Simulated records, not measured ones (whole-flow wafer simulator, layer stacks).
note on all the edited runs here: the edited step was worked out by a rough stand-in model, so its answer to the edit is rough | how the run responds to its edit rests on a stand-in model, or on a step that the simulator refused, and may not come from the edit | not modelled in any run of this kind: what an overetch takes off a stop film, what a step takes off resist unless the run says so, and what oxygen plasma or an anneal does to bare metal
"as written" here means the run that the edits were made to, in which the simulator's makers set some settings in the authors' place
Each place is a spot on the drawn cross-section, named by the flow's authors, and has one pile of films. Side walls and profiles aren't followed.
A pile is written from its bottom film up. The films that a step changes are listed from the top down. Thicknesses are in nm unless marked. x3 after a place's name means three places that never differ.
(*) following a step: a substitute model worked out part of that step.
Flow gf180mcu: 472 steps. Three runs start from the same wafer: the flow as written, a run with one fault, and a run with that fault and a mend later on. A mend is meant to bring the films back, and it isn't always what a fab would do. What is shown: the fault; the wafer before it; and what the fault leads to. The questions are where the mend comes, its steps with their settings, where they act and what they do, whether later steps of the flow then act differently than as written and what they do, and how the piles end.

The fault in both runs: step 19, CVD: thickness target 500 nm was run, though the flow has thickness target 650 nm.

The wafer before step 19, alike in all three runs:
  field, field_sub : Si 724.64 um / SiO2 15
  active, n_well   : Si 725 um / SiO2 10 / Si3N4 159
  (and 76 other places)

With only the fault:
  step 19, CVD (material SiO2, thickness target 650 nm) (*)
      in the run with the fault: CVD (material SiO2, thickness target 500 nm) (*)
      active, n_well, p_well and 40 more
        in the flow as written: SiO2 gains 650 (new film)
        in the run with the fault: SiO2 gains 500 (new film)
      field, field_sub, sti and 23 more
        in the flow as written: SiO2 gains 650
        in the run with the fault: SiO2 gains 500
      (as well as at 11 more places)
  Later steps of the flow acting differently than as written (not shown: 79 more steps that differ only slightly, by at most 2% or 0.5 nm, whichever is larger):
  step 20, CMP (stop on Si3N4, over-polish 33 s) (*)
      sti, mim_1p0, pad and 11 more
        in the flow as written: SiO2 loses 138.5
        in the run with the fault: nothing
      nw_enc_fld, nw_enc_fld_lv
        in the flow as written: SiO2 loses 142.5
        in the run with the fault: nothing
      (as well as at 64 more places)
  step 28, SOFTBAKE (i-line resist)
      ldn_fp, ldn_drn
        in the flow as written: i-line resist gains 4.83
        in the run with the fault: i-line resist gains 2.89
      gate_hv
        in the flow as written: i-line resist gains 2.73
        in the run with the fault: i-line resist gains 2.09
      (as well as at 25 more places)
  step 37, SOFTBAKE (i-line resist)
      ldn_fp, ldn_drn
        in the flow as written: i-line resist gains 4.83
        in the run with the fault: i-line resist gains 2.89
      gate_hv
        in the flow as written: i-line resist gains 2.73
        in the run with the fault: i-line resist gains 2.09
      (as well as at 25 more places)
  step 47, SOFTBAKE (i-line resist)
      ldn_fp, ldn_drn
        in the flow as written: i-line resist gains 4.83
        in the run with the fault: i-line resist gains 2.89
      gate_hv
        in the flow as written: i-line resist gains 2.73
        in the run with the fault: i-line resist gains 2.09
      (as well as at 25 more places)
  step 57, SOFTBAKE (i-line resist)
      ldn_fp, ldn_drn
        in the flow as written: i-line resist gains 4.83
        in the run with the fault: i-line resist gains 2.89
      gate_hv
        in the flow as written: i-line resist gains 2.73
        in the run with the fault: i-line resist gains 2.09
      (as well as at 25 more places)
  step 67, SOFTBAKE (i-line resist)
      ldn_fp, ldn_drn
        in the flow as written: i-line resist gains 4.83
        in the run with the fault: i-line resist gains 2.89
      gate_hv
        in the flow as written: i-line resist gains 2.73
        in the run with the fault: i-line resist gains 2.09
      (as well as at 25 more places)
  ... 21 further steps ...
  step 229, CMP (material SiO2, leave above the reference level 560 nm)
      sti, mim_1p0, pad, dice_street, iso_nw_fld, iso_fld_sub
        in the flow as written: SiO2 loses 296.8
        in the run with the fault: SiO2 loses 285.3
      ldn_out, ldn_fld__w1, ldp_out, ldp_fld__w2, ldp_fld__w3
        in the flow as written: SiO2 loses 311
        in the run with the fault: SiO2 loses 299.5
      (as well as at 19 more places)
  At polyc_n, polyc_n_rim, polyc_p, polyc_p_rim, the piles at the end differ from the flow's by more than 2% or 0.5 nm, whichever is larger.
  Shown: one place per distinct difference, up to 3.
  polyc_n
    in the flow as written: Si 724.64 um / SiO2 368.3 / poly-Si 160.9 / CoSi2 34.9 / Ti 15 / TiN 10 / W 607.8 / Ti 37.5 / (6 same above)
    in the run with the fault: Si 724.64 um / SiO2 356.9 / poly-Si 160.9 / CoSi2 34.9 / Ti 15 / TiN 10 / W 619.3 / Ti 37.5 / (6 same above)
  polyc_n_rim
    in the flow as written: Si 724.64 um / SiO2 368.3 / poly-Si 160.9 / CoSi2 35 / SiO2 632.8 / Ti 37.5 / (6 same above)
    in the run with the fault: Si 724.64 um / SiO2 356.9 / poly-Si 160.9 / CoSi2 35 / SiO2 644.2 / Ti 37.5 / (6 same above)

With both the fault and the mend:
  The mend follows step 19.
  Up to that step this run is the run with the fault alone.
  step 19a, CVD (material SiO2, thickness target 150 nm) (*) (a further turn of the flow's step 19, with different settings)
      field, field_sub, active and 77 more
        SiO2 gains 150
  None of the later steps of the flow acts differently than as written at any place that is followed.
  At every place that both follow, the piles at the end match the flow's.
